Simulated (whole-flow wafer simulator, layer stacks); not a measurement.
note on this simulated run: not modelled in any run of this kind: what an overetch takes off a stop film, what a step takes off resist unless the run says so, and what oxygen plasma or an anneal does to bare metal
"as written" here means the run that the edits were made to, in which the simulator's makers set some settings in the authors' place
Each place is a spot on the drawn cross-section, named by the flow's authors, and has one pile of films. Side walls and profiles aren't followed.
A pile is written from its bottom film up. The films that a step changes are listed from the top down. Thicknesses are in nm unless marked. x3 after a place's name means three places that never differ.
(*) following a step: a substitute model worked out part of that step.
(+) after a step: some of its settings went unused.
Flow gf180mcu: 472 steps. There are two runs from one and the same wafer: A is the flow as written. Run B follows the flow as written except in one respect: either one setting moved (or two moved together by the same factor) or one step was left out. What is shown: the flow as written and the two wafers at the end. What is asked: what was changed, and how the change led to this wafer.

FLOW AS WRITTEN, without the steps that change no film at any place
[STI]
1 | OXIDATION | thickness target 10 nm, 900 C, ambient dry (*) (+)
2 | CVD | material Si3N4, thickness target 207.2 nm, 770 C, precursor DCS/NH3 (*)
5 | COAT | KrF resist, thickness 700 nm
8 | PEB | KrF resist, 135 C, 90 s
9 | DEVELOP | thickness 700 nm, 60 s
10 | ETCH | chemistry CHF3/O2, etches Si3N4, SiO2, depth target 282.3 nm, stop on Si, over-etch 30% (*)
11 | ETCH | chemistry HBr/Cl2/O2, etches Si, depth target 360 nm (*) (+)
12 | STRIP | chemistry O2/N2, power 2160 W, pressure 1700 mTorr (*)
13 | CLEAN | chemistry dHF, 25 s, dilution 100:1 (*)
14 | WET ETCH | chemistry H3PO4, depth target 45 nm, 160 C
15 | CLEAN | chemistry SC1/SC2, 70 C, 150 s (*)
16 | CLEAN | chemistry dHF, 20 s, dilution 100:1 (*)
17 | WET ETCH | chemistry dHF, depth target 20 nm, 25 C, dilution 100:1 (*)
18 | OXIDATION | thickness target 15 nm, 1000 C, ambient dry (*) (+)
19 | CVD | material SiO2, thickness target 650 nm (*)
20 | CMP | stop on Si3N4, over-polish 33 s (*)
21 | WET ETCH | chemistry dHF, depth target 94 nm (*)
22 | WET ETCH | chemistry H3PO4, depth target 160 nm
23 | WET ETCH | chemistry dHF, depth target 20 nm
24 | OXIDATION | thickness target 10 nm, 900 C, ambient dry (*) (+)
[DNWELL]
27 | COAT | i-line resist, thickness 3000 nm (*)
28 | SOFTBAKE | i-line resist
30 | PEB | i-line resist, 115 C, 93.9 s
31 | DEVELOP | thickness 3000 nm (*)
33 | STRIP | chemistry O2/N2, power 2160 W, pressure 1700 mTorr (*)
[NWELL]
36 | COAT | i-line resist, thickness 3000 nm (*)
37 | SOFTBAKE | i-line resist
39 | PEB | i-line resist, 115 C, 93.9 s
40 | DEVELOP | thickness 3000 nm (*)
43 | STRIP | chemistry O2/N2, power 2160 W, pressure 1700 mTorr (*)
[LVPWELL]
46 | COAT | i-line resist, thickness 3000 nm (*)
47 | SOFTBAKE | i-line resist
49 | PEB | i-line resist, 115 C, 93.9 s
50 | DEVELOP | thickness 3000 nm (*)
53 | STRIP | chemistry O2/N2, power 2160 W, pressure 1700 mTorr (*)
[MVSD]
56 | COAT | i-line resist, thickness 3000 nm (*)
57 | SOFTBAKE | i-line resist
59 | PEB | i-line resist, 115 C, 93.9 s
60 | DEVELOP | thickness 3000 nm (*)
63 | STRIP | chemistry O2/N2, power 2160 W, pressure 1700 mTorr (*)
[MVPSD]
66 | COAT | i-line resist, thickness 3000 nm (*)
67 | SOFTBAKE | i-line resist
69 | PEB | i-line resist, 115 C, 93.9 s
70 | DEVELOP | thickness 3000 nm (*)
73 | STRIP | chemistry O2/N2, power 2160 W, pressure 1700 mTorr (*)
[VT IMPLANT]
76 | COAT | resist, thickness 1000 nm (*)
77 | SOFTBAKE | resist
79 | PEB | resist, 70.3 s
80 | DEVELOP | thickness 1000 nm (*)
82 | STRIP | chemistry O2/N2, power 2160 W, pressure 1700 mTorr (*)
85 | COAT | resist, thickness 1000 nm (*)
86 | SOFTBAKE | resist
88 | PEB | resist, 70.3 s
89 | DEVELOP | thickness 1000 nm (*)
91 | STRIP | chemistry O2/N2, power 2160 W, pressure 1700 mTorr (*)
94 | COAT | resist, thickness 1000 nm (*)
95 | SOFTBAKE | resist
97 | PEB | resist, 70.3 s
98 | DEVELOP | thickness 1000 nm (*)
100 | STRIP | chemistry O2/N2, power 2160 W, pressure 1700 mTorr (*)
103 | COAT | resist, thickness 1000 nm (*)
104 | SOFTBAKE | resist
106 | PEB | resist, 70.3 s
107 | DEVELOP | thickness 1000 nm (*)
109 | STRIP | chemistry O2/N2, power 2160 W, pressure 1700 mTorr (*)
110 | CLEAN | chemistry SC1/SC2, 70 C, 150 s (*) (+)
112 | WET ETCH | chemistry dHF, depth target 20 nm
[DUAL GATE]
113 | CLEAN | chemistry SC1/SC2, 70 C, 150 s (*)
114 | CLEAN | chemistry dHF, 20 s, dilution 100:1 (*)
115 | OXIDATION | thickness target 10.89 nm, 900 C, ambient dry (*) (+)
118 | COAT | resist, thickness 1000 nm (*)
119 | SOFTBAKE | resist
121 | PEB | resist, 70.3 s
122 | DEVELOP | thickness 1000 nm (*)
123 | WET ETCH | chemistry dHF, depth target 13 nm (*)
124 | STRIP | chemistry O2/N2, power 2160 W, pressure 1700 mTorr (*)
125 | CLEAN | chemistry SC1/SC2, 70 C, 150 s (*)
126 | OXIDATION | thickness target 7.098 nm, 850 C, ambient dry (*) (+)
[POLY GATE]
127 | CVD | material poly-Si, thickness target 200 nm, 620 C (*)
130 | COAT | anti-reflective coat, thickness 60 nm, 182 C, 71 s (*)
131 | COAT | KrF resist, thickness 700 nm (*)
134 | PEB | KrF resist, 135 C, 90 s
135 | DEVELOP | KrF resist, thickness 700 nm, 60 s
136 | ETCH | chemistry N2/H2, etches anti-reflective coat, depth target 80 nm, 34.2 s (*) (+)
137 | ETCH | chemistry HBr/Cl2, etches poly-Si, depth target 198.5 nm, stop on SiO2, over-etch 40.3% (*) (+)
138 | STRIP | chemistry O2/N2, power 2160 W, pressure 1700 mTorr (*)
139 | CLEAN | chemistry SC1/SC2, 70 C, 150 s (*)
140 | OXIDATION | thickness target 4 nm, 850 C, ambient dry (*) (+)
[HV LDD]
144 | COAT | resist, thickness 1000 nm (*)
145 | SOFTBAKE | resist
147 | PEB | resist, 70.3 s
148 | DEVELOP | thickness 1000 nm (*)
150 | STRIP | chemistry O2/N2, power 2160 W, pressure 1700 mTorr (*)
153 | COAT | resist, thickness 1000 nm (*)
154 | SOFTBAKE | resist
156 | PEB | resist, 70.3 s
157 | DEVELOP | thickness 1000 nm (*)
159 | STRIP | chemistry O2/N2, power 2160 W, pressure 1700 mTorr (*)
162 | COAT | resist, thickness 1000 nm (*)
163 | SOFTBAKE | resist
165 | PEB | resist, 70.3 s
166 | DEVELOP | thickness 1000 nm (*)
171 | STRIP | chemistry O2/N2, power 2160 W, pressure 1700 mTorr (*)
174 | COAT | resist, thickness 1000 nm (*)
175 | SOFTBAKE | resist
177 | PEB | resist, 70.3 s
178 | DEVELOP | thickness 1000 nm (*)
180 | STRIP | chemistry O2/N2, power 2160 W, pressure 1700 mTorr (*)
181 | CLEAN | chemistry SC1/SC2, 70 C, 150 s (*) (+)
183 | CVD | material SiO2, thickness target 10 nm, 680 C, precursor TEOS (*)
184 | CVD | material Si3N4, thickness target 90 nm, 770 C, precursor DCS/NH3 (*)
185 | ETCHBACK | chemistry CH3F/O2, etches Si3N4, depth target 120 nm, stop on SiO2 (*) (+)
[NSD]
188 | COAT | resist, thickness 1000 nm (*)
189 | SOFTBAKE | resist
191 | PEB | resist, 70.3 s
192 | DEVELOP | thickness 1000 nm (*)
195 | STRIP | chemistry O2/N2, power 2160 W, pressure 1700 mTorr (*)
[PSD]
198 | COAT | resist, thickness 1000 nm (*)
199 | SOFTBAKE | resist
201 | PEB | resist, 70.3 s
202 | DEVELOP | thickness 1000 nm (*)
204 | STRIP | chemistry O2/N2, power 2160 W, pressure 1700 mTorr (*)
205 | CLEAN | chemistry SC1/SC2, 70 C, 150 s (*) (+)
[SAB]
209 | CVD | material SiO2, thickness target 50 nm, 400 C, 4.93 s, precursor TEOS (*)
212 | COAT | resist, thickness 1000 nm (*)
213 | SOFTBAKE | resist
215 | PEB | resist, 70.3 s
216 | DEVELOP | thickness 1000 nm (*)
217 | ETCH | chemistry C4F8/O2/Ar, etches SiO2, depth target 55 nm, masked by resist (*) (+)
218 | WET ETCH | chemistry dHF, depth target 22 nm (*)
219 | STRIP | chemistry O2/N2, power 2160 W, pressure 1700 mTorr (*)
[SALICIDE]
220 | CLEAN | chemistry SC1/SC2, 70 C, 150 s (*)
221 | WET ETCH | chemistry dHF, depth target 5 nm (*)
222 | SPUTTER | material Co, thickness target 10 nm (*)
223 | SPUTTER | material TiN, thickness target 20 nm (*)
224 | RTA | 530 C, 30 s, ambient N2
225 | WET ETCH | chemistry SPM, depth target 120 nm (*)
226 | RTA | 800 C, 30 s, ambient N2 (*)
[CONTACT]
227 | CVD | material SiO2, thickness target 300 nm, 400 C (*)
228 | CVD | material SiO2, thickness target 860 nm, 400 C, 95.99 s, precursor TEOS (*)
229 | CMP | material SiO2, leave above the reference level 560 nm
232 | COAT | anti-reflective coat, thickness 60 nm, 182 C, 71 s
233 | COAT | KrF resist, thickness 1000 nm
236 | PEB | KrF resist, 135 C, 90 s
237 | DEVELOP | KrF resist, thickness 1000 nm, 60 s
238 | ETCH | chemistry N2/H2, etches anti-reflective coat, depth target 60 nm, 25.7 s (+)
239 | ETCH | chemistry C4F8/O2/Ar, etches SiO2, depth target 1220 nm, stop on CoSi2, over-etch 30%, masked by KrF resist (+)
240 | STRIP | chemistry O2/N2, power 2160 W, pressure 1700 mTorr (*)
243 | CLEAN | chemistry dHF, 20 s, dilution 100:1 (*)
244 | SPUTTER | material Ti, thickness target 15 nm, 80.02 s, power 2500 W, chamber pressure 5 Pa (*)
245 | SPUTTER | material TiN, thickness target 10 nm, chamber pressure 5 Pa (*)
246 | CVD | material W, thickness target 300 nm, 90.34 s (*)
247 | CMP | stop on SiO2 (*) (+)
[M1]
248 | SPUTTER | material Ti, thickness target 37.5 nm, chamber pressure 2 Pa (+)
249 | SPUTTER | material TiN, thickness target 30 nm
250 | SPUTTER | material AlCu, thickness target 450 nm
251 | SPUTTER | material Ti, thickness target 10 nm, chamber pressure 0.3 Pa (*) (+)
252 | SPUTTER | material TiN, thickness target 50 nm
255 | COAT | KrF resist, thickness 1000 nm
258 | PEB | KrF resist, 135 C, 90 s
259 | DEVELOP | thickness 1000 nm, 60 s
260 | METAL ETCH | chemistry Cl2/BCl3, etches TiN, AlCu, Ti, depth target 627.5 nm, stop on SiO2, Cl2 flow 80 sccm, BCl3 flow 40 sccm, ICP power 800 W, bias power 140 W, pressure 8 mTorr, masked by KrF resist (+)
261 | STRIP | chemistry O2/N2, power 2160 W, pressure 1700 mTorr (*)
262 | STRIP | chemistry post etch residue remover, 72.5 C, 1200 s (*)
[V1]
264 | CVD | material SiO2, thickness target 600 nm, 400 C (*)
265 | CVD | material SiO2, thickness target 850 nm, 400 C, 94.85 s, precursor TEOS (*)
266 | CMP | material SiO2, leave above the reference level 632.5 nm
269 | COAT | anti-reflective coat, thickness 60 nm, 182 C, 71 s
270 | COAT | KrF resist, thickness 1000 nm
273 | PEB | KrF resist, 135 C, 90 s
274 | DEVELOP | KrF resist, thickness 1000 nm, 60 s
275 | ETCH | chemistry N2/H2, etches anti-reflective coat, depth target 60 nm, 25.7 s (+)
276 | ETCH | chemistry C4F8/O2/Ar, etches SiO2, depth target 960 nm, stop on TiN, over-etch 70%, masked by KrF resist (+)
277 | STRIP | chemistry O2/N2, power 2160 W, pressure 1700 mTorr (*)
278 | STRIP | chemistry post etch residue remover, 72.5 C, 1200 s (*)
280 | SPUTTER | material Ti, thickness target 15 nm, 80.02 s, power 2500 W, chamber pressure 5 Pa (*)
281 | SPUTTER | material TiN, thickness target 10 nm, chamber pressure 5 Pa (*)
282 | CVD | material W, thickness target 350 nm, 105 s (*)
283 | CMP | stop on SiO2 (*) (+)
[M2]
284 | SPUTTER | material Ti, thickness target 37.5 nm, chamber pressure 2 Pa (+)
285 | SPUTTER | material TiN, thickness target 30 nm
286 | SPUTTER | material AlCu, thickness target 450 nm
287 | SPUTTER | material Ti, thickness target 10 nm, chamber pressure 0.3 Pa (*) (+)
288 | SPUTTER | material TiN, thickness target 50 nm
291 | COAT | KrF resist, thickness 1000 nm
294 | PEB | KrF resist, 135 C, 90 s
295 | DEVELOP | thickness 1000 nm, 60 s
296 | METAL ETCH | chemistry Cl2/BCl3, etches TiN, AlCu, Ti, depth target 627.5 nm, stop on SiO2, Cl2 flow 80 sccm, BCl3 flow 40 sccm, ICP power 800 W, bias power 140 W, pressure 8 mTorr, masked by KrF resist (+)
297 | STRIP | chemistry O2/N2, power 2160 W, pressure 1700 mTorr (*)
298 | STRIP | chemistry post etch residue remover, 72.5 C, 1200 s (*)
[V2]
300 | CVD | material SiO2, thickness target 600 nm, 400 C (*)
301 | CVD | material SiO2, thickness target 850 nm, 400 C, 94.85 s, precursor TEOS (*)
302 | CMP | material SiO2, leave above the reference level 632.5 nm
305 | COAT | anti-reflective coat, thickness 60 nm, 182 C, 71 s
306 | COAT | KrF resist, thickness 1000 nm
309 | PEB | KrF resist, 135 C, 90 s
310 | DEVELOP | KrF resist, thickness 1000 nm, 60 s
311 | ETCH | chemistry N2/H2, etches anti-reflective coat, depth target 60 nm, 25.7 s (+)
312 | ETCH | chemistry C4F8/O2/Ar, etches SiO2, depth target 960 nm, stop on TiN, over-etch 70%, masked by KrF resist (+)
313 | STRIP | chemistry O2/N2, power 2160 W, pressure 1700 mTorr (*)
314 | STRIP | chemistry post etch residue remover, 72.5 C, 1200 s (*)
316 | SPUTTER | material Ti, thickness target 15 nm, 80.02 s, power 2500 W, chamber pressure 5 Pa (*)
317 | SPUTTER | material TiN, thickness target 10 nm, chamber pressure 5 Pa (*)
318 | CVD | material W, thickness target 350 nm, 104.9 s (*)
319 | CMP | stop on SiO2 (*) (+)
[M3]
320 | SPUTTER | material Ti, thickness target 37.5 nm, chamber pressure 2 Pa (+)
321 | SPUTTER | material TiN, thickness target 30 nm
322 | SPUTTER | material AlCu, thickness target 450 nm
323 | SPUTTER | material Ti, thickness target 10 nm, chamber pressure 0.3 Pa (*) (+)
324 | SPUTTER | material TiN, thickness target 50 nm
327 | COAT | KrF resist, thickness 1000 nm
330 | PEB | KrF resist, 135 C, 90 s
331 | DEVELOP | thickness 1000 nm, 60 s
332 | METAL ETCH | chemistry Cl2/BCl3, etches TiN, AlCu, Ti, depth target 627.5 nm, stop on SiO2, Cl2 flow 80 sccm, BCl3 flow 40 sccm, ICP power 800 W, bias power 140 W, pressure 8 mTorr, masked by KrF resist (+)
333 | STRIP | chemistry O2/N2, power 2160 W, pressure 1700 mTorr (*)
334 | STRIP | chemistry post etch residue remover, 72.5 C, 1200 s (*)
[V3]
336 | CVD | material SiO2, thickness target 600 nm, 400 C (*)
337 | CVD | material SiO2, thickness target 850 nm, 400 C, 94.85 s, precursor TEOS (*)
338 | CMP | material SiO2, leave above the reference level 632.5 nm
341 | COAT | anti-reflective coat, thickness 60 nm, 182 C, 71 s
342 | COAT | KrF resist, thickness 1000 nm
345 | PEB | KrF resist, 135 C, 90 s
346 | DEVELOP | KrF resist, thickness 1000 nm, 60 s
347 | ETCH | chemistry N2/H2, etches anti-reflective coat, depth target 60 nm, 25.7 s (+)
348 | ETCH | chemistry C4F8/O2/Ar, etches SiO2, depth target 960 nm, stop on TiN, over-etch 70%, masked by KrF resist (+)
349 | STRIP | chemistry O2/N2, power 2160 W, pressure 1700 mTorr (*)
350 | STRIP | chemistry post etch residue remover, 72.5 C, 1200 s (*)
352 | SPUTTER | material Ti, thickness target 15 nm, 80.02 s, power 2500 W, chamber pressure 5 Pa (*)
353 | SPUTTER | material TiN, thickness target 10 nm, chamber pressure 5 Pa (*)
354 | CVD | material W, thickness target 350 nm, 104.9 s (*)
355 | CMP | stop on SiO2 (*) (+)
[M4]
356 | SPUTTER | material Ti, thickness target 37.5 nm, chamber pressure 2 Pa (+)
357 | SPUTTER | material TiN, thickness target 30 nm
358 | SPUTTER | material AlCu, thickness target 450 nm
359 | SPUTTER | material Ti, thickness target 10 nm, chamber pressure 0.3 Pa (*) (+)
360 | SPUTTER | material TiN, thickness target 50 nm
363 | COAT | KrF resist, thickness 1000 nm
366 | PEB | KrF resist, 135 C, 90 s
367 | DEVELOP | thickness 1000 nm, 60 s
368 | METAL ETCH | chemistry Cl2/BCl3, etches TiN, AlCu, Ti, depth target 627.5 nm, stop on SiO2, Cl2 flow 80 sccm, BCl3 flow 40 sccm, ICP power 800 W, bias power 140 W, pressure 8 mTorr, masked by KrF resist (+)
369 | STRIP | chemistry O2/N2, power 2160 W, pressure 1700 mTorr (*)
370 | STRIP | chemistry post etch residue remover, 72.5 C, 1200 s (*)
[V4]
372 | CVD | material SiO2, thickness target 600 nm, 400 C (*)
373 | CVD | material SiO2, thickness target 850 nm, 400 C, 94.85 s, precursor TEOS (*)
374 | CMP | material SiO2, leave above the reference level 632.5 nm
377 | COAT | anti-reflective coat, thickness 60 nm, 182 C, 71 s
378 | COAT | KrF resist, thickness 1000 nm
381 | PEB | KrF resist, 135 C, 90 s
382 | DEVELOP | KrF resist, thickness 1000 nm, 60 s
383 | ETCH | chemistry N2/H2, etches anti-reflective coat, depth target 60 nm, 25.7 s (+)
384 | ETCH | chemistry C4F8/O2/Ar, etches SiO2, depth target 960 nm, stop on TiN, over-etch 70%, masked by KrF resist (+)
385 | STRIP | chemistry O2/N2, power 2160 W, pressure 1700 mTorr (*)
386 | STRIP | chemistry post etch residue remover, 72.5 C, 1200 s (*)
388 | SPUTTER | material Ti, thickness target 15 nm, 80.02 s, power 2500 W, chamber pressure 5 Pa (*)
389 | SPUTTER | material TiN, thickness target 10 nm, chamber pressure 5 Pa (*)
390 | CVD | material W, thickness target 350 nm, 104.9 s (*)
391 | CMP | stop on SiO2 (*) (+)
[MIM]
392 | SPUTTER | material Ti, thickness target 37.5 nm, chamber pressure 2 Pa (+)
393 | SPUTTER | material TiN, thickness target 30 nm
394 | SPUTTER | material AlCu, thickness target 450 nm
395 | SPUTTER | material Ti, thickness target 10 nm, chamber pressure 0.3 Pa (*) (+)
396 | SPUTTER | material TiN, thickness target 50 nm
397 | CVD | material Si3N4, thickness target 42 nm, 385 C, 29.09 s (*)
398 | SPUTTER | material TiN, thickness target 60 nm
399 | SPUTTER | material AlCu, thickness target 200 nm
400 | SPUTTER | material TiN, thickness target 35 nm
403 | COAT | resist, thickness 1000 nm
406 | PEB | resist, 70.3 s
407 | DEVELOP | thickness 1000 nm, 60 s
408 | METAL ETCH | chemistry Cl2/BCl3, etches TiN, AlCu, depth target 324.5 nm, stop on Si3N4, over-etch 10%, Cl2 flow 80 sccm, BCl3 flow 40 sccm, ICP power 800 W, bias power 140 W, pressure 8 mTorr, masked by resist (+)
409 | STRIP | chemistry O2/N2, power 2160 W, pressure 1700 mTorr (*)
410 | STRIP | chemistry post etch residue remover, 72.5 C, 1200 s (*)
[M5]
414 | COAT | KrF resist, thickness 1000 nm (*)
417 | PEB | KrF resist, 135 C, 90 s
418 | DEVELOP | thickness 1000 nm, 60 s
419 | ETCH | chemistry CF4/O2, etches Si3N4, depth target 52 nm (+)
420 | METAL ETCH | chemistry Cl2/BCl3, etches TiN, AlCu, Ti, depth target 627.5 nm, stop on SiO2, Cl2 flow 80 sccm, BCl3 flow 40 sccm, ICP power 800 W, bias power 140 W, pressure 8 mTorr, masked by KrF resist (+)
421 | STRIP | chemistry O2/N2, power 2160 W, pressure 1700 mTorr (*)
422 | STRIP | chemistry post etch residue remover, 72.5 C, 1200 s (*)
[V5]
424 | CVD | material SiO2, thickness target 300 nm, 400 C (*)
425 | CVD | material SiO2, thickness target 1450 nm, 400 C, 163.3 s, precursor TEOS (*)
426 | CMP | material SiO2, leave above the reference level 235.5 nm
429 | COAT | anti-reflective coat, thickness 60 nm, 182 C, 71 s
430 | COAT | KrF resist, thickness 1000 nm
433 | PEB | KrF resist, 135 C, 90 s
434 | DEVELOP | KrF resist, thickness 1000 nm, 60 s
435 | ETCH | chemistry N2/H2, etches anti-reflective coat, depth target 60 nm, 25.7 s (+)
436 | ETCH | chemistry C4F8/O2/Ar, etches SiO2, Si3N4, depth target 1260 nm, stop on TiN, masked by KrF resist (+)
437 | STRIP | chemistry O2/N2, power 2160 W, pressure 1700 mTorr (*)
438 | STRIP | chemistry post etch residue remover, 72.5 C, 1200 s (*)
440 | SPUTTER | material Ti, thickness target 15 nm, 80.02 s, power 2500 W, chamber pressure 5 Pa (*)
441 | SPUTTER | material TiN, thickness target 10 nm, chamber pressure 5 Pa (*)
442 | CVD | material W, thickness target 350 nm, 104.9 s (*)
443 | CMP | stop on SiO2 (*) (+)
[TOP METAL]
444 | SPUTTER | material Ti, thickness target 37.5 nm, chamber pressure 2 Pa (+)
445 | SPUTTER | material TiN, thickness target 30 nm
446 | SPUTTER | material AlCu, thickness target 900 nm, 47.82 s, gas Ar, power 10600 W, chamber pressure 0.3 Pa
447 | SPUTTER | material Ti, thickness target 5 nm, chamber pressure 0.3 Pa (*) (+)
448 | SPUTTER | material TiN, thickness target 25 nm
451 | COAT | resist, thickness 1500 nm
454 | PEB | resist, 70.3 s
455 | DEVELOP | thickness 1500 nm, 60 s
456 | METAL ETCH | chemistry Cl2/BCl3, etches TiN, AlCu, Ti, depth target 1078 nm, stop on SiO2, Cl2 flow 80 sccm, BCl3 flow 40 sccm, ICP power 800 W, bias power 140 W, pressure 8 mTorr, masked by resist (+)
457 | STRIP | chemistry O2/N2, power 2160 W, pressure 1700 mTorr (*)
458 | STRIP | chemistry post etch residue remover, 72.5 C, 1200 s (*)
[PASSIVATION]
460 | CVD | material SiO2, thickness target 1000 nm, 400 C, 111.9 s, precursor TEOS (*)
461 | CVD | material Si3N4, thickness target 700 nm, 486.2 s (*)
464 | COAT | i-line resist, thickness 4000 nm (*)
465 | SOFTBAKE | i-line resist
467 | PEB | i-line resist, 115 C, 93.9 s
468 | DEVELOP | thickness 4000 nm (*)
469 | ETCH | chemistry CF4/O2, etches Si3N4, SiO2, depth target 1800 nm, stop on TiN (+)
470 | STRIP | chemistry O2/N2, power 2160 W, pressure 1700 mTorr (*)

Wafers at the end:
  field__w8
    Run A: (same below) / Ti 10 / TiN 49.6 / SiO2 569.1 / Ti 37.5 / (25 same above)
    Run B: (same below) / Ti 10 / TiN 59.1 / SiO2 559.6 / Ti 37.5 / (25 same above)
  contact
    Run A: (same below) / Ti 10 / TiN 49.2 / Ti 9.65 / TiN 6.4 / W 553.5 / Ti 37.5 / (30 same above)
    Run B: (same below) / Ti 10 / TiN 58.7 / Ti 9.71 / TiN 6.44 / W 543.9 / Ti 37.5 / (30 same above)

The reason: step 288, SPUTTER: thickness target 59.5 nm was run, though the flow has thickness target 50 nm.

Step by step, how the change led to this:
  288 | SPUTTER | material TiN, thickness target 50 nm
      field, field__w1, field__w2 and 108 more: A +50 TiN (new film) | B +59.5 TiN (new film)
  296 | METAL ETCH | chemistry Cl2/BCl3, etches TiN, AlCu, Ti, depth target 627.5 nm, stop on SiO2, Cl2 flow 80 sccm, BCl3 flow 40 sccm, ICP power 800 W, bias power 140 W, pressure 8 mTorr, masked by KrF resist (+)
      field, field__w1, field__w2 and 103 more: A -50 TiN (all of it), -10 Ti (all of it), -450 AlCu (all of it), -30 TiN (all of it), -37.5 Ti (all of it) | B -59.5 TiN (all of it), -10 Ti (all of it), -450 AlCu (all of it), -30 TiN (all of it), -37.5 Ti (all of it)
